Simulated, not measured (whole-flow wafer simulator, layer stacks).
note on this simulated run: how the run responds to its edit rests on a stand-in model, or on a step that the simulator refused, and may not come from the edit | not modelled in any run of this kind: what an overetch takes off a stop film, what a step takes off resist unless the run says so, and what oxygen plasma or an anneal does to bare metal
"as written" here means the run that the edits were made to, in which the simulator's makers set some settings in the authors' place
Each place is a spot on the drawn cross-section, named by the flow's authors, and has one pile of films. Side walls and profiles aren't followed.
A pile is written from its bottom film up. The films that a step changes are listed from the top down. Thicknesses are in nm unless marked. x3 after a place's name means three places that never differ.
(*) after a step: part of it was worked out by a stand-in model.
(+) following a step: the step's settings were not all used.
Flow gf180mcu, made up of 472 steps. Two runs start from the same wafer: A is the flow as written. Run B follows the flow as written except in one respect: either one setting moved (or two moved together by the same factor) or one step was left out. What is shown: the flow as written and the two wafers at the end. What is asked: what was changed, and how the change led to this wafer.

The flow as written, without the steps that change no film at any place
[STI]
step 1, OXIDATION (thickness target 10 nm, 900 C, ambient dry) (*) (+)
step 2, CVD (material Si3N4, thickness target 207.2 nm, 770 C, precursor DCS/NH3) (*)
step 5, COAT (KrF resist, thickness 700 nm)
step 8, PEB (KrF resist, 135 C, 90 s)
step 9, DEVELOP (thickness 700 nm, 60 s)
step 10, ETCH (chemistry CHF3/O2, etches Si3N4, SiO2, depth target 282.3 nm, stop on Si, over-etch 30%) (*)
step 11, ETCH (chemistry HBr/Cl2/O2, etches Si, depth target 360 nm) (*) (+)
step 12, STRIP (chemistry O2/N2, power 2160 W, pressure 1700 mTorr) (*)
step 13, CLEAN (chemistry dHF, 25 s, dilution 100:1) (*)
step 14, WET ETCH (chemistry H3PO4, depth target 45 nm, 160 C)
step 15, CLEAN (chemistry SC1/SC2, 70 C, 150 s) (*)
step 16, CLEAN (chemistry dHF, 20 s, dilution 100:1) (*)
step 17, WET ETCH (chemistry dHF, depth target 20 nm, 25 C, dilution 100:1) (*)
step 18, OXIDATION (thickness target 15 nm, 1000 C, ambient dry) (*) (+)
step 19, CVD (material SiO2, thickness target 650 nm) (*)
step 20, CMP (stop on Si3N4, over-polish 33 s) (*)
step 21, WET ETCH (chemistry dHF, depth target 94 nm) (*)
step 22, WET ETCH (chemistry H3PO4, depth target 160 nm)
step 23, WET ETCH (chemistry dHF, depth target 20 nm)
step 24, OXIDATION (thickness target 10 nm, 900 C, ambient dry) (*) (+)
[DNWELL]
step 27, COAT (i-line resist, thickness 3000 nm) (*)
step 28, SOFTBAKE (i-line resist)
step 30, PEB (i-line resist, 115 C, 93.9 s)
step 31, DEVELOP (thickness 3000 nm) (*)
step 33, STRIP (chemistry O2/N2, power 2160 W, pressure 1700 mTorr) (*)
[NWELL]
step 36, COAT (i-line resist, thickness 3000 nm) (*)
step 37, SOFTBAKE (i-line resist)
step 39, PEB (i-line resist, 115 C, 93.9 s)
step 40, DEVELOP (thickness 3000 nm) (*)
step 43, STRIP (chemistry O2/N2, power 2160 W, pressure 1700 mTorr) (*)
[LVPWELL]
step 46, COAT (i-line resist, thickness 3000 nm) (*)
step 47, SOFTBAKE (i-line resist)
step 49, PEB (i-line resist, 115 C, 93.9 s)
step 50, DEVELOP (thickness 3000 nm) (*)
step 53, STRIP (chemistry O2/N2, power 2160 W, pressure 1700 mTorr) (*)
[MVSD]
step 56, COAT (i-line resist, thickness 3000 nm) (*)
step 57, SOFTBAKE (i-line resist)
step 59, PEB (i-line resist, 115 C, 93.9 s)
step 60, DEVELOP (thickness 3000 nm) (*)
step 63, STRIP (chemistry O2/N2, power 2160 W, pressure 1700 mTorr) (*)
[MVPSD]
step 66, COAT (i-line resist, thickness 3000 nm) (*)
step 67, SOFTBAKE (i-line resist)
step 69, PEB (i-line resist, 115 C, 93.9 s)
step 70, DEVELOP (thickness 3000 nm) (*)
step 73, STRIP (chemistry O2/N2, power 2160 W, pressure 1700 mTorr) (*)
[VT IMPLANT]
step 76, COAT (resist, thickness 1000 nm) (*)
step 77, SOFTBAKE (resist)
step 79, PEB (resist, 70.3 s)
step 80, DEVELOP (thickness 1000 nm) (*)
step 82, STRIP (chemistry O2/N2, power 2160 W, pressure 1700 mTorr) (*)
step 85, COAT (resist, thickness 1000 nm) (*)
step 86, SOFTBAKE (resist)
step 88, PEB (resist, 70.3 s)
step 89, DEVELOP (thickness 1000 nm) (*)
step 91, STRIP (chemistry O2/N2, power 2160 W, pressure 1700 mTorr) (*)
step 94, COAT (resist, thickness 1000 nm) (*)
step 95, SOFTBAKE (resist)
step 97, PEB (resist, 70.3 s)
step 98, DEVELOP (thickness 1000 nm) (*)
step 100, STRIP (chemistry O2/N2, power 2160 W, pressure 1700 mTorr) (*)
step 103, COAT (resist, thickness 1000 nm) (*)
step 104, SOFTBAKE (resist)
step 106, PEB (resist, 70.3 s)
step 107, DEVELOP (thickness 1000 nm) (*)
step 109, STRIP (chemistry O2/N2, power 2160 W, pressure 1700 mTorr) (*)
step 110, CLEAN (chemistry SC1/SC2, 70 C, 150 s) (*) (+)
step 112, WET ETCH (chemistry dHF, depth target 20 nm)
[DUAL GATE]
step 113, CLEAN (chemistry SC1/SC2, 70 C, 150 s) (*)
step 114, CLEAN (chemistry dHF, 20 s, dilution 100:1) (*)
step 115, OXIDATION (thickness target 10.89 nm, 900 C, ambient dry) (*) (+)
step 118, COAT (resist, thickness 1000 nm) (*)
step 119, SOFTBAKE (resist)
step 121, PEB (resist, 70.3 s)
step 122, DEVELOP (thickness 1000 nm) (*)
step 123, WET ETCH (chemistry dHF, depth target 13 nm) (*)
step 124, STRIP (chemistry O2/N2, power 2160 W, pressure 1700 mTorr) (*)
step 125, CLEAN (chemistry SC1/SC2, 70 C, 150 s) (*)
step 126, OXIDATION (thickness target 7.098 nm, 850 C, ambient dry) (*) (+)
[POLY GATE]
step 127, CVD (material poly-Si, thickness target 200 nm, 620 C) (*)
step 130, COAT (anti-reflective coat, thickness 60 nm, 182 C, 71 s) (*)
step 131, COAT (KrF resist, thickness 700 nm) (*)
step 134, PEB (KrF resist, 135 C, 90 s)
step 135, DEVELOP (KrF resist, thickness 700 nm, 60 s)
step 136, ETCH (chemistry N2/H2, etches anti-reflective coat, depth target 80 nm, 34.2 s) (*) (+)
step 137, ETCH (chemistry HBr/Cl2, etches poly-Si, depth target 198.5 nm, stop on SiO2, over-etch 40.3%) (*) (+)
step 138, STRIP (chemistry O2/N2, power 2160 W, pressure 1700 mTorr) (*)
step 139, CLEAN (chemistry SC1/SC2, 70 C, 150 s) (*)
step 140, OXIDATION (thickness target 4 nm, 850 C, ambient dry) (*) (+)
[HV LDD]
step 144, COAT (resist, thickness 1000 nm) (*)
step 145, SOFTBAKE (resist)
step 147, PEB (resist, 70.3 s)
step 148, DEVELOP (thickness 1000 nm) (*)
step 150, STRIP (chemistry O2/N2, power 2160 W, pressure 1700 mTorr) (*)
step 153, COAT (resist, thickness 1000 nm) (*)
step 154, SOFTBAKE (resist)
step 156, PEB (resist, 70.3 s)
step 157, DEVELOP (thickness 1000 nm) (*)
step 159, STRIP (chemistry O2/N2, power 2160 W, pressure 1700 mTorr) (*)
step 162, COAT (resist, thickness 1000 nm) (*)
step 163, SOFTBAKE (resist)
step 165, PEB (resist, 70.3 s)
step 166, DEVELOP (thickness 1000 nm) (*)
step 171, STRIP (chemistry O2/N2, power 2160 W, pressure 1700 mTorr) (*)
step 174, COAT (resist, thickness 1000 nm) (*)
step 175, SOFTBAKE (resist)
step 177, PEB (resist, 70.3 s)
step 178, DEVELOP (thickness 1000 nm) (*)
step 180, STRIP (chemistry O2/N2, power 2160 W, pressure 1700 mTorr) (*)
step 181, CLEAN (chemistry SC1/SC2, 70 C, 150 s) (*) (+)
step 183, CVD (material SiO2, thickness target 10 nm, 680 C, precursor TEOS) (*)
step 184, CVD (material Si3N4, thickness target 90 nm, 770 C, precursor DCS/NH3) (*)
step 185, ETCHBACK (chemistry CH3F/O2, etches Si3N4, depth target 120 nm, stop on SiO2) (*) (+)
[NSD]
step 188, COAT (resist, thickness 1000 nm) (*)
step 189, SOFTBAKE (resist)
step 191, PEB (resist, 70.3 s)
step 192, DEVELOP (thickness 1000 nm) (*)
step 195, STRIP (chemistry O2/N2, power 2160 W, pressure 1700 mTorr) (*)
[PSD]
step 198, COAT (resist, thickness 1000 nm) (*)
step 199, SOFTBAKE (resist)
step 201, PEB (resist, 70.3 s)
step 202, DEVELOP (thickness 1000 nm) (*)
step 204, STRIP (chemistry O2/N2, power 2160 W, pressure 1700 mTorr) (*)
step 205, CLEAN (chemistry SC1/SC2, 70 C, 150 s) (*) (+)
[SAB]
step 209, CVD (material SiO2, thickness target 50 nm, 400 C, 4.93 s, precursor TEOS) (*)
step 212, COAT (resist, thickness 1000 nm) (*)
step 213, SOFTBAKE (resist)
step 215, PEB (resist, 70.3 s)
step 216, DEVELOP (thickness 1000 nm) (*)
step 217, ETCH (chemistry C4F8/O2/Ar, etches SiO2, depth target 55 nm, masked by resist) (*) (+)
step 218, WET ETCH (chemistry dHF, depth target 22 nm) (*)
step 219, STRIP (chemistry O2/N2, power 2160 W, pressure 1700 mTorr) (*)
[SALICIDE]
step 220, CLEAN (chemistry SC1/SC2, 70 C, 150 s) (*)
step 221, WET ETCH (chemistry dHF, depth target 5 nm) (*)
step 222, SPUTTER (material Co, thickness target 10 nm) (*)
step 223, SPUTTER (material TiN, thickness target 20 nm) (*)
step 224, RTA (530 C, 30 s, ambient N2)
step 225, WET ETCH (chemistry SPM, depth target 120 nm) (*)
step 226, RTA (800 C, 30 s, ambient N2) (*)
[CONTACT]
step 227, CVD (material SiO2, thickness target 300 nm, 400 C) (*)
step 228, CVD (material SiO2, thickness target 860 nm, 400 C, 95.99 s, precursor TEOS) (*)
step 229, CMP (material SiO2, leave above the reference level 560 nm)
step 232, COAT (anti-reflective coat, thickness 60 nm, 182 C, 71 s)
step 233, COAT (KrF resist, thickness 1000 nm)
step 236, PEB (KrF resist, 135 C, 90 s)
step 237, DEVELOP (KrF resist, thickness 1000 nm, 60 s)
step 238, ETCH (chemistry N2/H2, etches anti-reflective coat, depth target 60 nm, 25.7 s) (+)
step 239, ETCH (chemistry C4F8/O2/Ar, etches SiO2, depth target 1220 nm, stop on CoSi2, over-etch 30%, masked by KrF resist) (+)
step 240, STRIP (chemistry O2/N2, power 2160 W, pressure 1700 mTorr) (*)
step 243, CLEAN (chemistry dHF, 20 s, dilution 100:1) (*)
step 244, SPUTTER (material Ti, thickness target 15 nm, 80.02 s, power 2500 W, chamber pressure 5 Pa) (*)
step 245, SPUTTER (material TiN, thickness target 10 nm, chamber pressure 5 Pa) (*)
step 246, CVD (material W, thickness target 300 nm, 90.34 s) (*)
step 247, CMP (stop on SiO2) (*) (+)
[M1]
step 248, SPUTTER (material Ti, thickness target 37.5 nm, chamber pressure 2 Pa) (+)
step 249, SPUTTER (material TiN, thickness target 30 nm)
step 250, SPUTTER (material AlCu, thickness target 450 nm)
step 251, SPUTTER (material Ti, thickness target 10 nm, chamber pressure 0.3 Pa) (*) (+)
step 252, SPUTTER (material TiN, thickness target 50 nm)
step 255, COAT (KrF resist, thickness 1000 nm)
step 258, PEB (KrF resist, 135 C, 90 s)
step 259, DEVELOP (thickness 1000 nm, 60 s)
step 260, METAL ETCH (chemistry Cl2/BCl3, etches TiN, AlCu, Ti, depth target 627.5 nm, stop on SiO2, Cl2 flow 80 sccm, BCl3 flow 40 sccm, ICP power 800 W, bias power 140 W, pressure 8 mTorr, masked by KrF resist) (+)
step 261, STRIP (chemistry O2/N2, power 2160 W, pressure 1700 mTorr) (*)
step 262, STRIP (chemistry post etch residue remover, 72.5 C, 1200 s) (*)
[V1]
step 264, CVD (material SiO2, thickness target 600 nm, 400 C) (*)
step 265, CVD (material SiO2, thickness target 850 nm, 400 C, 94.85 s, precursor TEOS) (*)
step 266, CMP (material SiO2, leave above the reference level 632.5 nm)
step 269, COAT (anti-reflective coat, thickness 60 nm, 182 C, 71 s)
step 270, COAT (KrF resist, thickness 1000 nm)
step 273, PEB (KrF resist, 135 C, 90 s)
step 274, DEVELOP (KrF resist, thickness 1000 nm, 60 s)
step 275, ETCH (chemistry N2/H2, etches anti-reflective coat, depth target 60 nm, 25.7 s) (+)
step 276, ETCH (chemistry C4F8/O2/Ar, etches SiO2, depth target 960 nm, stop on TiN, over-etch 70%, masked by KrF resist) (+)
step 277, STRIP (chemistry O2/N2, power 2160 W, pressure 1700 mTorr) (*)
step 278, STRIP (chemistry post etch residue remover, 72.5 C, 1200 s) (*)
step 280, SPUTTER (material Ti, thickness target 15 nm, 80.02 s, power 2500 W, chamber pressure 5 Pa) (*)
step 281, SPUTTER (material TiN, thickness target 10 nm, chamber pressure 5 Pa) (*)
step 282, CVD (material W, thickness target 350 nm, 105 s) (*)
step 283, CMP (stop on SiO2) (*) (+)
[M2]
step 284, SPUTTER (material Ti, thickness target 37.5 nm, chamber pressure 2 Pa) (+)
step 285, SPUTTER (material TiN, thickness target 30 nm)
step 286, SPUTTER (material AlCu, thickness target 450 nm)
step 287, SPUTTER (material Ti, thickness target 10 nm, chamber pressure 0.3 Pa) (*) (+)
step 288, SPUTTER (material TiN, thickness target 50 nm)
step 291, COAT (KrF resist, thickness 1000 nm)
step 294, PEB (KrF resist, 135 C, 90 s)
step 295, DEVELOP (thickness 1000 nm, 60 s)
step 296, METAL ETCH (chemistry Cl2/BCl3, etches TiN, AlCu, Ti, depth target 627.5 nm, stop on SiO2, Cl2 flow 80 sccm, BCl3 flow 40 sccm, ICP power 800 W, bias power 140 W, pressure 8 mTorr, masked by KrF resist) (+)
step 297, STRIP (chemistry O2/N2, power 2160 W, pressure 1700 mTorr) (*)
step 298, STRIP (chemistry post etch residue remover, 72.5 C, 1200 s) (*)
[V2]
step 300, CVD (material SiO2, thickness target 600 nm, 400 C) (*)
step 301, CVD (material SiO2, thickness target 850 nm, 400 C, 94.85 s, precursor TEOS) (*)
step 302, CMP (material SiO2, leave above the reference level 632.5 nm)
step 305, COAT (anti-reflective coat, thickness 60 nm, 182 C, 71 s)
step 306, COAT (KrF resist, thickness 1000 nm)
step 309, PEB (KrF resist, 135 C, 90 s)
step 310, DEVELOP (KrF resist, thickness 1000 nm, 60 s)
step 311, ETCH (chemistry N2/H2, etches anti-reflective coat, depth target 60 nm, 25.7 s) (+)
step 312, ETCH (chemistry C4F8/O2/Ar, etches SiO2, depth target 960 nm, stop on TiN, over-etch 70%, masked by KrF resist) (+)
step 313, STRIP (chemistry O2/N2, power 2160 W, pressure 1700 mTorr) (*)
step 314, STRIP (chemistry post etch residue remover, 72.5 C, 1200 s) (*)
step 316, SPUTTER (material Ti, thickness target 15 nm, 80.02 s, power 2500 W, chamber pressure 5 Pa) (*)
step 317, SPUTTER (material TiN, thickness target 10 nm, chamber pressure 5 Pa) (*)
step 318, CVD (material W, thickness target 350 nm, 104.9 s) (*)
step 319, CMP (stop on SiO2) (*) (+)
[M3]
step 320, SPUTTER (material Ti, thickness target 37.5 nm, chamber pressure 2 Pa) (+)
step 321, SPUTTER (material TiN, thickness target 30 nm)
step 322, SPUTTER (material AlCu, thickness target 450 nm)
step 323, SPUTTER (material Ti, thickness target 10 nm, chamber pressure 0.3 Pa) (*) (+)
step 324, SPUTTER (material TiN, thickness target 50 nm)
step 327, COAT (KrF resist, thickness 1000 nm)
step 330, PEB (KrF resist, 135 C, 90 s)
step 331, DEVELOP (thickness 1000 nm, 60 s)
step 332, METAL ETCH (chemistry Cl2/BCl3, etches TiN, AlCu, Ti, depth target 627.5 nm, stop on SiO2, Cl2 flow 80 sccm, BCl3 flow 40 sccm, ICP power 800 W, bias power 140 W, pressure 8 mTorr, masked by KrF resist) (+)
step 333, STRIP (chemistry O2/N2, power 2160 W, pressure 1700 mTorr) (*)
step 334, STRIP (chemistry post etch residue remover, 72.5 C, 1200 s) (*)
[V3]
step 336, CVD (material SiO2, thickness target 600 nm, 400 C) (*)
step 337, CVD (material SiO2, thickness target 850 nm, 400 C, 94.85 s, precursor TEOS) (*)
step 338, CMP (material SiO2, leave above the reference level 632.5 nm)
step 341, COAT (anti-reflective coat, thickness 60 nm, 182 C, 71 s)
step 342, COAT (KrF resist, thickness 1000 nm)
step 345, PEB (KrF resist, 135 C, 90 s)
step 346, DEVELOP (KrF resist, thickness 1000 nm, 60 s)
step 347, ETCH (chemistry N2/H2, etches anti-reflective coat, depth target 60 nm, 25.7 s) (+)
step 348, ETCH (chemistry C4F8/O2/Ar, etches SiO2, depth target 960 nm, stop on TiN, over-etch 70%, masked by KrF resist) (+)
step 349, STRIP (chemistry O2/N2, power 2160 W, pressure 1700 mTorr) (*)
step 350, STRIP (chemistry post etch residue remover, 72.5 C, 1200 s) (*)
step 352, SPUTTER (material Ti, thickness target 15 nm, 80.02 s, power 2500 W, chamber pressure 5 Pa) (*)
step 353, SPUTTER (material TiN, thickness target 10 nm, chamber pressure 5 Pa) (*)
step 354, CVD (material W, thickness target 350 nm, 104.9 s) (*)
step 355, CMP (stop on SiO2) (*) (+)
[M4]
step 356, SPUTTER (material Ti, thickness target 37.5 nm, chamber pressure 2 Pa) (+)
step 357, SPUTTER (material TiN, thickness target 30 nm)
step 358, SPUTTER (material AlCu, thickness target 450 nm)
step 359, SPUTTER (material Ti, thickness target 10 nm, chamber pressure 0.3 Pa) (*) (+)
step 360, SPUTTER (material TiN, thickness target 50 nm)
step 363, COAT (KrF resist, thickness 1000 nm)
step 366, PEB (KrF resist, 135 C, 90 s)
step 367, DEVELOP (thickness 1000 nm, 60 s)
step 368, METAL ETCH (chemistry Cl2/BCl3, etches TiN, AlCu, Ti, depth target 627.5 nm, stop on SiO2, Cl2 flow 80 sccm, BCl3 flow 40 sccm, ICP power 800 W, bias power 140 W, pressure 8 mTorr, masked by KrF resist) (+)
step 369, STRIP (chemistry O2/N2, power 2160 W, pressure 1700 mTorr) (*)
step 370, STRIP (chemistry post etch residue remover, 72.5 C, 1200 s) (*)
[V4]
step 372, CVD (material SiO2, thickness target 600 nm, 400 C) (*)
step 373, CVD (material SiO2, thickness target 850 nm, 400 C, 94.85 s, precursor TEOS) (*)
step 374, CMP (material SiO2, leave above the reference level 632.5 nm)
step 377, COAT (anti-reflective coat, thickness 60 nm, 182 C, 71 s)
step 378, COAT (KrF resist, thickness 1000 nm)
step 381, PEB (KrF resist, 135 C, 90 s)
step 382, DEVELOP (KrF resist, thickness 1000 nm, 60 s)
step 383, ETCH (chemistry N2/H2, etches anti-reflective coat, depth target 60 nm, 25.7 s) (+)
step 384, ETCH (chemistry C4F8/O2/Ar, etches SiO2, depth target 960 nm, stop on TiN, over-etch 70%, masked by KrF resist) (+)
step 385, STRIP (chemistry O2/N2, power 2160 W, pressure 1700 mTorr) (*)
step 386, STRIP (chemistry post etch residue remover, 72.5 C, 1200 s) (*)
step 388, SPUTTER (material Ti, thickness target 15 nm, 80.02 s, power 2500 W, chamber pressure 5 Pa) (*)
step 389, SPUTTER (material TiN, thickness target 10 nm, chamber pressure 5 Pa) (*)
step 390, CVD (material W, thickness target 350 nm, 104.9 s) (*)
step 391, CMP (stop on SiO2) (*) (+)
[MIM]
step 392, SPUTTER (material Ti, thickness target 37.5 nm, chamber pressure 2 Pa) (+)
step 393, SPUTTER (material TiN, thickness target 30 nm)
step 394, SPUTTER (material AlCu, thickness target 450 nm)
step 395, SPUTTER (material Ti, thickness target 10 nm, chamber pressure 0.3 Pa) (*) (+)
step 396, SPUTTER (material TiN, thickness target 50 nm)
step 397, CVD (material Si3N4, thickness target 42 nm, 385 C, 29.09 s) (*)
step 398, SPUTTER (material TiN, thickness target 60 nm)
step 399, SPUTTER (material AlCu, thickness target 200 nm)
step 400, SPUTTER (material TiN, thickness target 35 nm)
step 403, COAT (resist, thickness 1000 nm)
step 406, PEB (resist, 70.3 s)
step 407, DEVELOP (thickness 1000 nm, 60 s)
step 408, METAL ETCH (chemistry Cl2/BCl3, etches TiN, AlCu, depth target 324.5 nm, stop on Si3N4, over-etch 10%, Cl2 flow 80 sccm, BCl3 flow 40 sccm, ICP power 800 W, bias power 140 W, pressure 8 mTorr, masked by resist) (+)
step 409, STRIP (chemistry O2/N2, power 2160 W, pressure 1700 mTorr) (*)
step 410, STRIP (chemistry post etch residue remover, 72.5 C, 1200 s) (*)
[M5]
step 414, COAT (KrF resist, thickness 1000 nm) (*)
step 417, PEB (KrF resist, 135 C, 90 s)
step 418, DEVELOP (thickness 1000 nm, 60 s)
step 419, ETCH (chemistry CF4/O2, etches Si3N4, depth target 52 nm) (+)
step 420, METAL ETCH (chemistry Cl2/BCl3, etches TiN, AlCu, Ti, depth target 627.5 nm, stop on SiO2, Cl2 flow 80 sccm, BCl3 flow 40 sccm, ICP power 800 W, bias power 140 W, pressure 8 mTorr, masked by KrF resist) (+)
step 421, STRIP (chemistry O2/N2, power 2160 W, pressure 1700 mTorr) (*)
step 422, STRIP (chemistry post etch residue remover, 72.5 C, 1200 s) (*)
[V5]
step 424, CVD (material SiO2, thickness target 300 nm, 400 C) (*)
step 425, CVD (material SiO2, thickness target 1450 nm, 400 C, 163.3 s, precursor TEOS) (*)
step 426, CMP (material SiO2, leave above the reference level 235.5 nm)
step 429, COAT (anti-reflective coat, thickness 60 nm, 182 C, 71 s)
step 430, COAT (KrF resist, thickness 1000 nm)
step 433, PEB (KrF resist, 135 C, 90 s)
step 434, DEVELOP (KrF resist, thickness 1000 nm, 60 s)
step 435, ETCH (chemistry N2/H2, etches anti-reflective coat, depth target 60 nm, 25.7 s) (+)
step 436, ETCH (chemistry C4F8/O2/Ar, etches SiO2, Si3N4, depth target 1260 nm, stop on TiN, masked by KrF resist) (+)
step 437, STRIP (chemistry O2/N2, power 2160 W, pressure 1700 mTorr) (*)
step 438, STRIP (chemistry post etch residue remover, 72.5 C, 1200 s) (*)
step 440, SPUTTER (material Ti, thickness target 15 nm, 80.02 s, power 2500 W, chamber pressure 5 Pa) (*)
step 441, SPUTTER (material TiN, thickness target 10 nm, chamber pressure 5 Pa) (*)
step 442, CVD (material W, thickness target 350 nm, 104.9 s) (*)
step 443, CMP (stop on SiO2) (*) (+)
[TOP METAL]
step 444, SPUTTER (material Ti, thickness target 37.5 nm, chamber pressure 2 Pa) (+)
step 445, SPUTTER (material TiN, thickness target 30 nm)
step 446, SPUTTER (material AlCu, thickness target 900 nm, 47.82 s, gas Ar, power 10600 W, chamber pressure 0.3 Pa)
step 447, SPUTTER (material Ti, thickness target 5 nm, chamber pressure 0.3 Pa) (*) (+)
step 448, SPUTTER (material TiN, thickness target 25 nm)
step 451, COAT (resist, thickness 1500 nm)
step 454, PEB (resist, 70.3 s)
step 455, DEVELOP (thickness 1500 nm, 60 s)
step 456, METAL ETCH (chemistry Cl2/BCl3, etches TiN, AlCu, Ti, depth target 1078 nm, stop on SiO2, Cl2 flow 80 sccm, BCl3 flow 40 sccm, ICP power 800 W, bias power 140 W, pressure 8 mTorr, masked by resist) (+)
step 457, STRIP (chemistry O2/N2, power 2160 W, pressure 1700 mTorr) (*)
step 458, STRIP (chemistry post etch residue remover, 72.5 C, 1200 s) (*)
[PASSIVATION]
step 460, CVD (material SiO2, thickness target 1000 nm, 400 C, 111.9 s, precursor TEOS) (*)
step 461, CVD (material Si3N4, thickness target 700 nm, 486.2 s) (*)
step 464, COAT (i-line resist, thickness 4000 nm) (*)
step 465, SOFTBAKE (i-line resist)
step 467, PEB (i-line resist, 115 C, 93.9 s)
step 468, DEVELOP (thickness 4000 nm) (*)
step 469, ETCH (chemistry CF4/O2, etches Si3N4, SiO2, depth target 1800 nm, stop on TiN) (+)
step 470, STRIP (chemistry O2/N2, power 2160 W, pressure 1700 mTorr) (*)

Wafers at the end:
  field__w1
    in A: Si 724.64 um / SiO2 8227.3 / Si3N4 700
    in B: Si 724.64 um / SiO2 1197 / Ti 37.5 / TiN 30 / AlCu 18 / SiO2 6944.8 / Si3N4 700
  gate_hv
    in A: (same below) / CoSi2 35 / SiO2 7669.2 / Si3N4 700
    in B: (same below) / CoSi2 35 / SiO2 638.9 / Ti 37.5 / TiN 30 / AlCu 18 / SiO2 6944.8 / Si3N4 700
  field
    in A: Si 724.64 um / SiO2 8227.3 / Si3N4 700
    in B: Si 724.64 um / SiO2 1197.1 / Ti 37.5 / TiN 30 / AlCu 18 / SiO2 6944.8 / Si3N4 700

The reason: step 260, METAL ETCH: depth target 486.3 nm was run, while the flow as written has depth target 627.5 nm.

The path from the change to this, step by step:
  step 260, METAL ETCH (chemistry Cl2/BCl3, etches TiN, AlCu, Ti, depth target 627.5 nm, stop on SiO2, Cl2 flow 80 sccm, BCl3 flow 40 sccm, ICP power 800 W, bias power 140 W, pressure 8 mTorr, masked by KrF resist) (+)
      field, field__w1, field__w2 and 99 more: A TiN loses 50 (all of it), Ti loses 10 (all of it), AlCu loses 450 (all of it), TiN loses 30 (all of it), Ti loses 37.5 (all of it) | B TiN loses 50 (all of it), Ti loses 10 (all of it), AlCu loses 426.3
      field__w8, contact, m1 and 6 more: A KrF resist loses 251 | B KrF resist loses 194.5
  step 261, STRIP (chemistry O2/N2, power 2160 W, pressure 1700 mTorr) (*)
      field__w8, contact, m1 and 6 more: A KrF resist loses 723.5 (all of it) | B KrF resist loses 780 (all of it)
  step 262, STRIP (chemistry post etch residue remover, 72.5 C, 1200 s) (*)
      field, field__w1, field__w2 and 99 more: A nothing | B AlCu loses 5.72
  step 264, CVD (material SiO2, thickness target 600 nm, 400 C) (*)
      field, field__w1, field__w2 and 99 more: A SiO2 gains 600 | B SiO2 gains 600 (new film)
  step 266, CMP (material SiO2, leave above the reference level 632.5 nm)
      field, field__w1, field__w2 and 99 more: A SiO2 loses 300 | B SiO2 loses 385.5
With metal films that touch counted as one body, field__w1 has 1 body; the flow as written gives 0 bodies.
With metal films that touch counted as one body, gate_hv has 2 bodies (between them, from the top down: SiO2 638.9); the flow as written gives 1 body.
With metal films that touch counted as one body, field has 1 body; the flow as written gives 0 bodies.
